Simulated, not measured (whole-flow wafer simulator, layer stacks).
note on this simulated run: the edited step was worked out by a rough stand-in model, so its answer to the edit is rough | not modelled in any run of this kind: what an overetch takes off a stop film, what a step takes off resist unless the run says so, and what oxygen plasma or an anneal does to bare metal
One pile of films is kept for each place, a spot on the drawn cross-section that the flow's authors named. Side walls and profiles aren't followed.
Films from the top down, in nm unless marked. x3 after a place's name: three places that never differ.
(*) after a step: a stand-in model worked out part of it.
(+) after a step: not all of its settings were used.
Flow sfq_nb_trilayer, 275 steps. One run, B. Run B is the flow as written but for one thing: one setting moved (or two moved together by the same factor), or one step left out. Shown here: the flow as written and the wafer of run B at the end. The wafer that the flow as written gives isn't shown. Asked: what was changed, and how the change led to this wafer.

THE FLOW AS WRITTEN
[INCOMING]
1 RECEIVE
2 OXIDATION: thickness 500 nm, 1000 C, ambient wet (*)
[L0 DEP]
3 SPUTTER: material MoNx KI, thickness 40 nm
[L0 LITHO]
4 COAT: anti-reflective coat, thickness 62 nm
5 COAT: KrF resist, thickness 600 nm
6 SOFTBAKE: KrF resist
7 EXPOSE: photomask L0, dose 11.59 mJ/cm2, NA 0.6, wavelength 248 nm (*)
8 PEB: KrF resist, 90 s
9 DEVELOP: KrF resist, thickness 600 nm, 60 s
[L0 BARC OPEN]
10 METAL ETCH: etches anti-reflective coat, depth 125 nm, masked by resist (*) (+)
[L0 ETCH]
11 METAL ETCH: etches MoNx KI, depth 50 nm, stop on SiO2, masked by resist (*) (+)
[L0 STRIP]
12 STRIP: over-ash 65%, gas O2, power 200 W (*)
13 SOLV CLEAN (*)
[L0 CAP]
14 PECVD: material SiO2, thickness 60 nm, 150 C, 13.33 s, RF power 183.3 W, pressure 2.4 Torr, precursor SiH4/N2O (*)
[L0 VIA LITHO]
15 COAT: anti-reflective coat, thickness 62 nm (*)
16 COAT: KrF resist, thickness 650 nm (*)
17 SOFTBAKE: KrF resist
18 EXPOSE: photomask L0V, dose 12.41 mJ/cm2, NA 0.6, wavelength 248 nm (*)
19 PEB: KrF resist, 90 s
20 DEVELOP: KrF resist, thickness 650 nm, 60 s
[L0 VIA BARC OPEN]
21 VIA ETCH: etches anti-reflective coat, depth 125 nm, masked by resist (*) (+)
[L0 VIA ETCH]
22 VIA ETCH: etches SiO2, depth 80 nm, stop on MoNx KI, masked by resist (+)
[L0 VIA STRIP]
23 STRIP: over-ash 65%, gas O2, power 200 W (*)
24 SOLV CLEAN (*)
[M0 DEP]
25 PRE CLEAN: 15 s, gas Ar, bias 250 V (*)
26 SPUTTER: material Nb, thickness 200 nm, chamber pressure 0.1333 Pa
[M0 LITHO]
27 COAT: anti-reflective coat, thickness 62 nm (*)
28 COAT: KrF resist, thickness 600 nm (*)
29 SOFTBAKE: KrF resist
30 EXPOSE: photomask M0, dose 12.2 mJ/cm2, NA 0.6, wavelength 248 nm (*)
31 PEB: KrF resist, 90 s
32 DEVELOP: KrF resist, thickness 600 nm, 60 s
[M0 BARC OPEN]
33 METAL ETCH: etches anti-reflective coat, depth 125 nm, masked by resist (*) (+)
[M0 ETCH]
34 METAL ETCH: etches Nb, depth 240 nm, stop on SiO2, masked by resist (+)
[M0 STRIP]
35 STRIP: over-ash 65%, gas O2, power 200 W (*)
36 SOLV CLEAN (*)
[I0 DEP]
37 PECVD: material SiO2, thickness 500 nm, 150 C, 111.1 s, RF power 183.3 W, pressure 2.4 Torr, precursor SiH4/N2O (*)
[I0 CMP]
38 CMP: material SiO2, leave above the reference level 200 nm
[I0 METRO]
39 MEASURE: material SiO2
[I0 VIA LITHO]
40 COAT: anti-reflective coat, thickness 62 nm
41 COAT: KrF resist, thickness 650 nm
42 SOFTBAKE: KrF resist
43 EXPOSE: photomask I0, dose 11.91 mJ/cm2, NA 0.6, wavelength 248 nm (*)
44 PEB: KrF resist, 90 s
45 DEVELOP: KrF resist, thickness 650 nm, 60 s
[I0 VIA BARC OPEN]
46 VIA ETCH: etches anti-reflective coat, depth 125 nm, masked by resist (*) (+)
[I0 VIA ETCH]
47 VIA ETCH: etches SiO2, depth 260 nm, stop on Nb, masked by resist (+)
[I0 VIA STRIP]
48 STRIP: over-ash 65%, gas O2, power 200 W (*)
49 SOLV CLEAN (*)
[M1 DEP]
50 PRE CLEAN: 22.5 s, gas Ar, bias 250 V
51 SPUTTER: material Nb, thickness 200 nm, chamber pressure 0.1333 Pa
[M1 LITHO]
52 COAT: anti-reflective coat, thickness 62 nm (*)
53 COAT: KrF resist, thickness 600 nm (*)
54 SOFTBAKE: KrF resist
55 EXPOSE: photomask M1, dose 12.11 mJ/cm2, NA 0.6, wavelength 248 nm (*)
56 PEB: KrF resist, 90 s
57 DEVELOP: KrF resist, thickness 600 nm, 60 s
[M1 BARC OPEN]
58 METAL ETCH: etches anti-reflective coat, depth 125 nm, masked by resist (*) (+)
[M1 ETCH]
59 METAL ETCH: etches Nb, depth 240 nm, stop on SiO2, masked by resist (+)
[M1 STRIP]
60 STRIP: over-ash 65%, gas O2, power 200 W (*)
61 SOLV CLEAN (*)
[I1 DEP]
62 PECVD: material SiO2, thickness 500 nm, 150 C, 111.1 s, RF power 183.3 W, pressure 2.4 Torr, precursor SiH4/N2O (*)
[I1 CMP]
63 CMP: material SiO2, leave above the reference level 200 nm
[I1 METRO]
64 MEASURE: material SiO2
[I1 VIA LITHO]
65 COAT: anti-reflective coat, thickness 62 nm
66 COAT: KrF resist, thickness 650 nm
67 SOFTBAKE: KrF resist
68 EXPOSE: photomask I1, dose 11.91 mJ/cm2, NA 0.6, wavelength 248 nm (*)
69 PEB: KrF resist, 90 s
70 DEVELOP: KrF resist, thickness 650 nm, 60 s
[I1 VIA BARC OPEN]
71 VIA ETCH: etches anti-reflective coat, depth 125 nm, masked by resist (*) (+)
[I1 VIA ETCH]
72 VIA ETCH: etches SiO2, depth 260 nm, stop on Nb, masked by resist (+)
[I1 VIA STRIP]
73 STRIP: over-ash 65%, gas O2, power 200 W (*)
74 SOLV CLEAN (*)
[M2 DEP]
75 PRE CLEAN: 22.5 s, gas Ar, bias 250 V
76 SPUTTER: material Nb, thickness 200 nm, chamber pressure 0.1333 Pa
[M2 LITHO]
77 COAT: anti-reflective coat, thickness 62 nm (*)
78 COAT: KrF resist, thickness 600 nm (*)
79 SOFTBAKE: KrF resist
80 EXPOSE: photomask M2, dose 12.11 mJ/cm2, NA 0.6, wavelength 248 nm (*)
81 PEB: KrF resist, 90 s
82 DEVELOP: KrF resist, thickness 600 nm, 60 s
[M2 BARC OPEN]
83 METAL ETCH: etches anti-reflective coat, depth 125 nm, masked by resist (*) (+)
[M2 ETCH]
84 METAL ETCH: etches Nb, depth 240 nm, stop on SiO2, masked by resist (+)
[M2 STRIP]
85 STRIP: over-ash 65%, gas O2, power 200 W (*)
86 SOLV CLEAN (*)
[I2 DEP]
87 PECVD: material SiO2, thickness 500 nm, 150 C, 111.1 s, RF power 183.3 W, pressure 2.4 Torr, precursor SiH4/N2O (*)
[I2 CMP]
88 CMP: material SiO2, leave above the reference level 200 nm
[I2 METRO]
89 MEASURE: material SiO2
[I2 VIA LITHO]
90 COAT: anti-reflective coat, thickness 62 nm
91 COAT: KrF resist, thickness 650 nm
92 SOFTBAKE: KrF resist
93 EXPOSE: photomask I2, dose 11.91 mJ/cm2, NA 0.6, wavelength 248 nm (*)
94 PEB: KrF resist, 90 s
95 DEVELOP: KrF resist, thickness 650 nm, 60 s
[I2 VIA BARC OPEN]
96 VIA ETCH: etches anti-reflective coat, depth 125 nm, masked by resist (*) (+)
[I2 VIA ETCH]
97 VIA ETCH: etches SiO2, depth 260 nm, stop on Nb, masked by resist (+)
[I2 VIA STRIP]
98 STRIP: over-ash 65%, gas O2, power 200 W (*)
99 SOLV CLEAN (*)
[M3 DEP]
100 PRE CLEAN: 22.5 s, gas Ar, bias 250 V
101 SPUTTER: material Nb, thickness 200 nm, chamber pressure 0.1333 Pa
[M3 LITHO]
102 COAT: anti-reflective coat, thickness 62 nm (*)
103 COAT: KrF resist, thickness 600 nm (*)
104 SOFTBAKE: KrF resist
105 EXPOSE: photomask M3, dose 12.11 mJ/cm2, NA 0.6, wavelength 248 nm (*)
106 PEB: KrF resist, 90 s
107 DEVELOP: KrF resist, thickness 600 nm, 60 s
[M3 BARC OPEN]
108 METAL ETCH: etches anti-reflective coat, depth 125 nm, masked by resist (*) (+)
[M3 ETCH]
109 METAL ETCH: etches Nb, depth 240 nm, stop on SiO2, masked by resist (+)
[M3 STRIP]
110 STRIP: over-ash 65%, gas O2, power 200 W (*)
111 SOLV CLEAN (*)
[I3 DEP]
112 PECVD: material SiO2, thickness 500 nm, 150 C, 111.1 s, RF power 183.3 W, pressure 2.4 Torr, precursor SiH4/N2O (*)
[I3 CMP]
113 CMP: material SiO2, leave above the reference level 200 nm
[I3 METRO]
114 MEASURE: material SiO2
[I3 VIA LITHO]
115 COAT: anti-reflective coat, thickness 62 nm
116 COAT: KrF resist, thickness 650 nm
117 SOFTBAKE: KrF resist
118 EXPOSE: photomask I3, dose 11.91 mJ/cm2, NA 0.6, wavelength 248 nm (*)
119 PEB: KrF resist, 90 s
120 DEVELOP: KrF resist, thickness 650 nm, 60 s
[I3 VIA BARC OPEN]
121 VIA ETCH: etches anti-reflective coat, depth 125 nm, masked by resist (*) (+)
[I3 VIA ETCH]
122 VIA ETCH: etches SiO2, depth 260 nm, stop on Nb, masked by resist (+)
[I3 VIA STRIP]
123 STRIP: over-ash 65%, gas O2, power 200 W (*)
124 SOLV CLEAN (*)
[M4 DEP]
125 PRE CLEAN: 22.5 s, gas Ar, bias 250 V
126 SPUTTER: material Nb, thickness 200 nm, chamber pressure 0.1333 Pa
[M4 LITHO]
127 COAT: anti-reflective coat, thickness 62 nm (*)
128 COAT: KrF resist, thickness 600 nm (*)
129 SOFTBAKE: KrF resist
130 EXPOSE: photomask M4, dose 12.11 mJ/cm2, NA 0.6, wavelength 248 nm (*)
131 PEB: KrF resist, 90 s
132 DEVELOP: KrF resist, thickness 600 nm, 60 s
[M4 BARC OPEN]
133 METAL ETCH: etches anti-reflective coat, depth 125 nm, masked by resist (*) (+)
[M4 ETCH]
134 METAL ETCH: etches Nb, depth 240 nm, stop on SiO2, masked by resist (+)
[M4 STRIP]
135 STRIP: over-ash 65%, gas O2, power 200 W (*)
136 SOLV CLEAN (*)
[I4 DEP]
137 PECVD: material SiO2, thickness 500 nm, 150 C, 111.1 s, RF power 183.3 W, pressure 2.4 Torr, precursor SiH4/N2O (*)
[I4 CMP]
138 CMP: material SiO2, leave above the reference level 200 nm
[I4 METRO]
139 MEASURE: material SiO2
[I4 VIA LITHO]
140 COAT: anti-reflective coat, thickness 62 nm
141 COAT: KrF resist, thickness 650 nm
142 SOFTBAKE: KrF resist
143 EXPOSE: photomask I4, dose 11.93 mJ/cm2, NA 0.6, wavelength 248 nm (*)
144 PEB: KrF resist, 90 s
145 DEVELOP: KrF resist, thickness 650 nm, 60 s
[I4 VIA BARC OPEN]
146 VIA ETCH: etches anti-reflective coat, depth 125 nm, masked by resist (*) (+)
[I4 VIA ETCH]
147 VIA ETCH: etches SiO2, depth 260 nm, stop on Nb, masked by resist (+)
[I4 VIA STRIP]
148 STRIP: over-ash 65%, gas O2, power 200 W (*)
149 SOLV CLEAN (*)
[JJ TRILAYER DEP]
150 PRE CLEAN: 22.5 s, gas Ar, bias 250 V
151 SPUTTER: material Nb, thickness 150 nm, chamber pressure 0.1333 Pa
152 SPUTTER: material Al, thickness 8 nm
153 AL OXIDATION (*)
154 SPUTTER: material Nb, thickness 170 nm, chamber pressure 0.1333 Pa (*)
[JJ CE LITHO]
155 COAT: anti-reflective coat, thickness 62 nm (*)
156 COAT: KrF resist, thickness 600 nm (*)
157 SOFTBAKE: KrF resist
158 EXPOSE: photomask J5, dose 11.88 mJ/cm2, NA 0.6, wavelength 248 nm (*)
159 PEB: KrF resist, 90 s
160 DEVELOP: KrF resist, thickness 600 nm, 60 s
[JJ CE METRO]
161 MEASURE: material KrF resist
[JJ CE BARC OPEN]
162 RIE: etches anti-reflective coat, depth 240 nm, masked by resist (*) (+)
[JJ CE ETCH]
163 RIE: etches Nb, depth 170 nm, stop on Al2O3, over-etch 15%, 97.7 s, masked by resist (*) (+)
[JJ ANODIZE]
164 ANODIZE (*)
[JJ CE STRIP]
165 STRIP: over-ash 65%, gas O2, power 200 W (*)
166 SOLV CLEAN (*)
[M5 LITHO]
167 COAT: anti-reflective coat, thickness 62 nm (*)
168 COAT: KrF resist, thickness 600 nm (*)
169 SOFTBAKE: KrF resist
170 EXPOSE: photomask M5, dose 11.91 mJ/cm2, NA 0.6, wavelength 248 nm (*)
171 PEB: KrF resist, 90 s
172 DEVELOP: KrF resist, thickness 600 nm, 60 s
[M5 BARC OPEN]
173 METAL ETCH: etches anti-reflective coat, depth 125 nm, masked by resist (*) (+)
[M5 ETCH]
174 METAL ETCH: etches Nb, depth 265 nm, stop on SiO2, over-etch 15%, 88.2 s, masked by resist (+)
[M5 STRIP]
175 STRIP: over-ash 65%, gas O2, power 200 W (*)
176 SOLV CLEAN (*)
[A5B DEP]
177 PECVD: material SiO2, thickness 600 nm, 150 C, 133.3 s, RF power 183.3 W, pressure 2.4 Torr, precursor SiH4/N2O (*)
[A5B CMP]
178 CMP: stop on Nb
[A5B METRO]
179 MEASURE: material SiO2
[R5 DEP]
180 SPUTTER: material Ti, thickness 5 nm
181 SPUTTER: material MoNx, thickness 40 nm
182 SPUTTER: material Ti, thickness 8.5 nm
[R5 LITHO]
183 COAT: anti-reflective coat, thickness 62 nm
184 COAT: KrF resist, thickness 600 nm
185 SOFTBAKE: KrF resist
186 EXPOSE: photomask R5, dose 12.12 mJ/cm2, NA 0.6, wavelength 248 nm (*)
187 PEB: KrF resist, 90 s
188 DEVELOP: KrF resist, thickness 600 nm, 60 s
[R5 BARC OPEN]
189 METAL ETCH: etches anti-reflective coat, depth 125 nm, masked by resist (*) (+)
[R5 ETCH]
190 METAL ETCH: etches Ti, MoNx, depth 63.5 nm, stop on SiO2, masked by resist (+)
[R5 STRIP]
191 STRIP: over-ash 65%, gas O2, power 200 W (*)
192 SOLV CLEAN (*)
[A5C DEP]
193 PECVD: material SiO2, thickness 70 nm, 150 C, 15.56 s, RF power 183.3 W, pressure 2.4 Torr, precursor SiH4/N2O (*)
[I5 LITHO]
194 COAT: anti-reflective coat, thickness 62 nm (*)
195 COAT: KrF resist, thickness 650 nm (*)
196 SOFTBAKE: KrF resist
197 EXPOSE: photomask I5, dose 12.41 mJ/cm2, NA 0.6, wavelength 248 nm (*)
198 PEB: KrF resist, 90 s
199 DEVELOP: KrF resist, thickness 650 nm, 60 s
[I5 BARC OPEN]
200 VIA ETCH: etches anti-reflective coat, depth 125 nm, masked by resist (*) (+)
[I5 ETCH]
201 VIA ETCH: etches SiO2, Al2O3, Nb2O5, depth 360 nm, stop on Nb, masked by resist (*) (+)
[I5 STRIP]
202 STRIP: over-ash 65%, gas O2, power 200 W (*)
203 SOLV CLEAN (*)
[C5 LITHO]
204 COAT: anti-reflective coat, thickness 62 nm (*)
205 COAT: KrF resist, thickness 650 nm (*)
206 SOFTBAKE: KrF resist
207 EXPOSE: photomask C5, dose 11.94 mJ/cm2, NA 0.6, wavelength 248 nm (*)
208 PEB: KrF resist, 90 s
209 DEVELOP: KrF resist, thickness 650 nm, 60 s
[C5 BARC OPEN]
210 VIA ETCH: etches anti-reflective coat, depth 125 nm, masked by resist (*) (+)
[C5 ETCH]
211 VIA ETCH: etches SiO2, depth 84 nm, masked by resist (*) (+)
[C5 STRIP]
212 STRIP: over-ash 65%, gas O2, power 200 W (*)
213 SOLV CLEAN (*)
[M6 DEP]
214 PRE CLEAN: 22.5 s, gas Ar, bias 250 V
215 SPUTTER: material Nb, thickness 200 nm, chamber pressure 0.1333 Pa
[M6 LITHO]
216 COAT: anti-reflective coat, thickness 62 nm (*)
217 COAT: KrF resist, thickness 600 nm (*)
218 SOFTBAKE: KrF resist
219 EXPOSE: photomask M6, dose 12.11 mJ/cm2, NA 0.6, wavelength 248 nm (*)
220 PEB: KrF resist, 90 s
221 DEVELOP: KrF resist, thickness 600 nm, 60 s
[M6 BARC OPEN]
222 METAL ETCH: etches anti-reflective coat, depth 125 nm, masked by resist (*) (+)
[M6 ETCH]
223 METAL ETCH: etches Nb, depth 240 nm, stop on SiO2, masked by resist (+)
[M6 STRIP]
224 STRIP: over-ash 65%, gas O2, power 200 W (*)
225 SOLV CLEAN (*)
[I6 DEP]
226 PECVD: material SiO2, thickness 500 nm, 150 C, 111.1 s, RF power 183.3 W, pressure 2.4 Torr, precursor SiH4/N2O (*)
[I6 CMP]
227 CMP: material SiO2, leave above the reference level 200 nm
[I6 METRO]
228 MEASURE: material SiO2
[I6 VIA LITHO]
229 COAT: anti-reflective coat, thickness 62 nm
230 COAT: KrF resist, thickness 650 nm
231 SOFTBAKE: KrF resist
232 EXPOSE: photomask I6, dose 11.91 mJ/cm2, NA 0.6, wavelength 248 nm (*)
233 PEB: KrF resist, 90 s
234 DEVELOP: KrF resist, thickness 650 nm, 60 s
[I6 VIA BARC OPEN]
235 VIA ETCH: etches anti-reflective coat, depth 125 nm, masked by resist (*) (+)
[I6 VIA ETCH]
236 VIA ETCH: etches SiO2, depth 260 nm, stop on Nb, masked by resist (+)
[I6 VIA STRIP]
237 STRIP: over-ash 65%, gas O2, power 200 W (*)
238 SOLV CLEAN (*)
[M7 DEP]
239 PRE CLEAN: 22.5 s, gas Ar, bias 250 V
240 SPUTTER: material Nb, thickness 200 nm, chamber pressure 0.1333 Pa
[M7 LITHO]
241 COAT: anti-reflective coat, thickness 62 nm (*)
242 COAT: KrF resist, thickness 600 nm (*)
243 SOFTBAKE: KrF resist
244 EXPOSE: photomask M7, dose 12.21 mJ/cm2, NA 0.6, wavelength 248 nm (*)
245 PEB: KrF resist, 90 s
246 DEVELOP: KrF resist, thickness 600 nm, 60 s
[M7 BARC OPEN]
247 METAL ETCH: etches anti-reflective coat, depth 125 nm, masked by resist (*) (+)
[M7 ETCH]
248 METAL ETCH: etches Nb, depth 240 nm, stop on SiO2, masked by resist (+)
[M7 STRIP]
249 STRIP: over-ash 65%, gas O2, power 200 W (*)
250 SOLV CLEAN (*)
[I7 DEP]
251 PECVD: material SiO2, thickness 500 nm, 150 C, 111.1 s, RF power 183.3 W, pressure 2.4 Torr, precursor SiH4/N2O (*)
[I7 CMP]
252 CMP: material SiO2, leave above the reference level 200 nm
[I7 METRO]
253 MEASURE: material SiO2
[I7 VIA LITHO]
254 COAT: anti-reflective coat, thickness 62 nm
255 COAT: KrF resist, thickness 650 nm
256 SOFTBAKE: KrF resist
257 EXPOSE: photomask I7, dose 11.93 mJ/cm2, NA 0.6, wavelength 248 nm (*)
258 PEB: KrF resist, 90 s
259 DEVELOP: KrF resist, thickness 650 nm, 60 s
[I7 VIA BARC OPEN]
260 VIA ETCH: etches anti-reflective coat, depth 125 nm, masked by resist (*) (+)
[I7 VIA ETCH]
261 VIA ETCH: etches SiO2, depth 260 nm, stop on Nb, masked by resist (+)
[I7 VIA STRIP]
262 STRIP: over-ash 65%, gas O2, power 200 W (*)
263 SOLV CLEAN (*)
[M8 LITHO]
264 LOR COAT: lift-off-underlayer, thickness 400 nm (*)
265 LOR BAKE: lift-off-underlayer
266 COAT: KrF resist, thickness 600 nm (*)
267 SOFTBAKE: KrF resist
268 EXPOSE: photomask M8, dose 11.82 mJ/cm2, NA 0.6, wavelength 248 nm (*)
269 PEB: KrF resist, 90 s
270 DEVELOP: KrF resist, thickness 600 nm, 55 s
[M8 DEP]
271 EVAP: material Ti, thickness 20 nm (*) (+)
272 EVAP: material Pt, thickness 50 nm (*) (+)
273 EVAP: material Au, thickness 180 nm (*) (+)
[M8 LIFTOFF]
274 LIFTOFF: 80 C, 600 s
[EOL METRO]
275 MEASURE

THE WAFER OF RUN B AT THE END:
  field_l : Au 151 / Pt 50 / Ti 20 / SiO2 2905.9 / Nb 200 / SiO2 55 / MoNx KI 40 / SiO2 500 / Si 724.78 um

The cause: step 273, EVAP: thickness 151 nm was run, where the flow has thickness 180 nm.
It can be read off the wafer: field_l has Au 151, and step 273 as written asks for 180 nm.

How the change led to this, step by step:
  273 EVAP: material Au, thickness 180 nm (*) (+)
      field_l, v_sur, via_wl and 103 more: Au +151 (new film) (as written it would be: Au +180 (new film))
  274 LIFTOFF: 80 C, 600 s
      p4_fl x3, p4_w1 x9, p4_g1 x2 and 60 more: Au -151 (all of it), Pt -50 (all of it), Ti -20 (all of it), KrF resist -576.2 (all of it), lift-off-underlayer -400 (all of it) (as written it would be: Au -180 (all of it), Pt -50 (all of it), Ti -20 (all of it), KrF resist -576.2 (all of it), lift-off-underlayer -400 (all of it))
      c5j, ce_r: Au -151 (all of it), Pt -50 (all of it), Ti -20 (all of it), KrF resist -573.3 (all of it), lift-off-underlayer -399.3 (all of it) (as written it would be: Au -180 (all of it), Pt -50 (all of it), Ti -20 (all of it), KrF resist -573.3 (all of it), lift-off-underlayer -399.3 (all of it))
      (and at 19 more places)
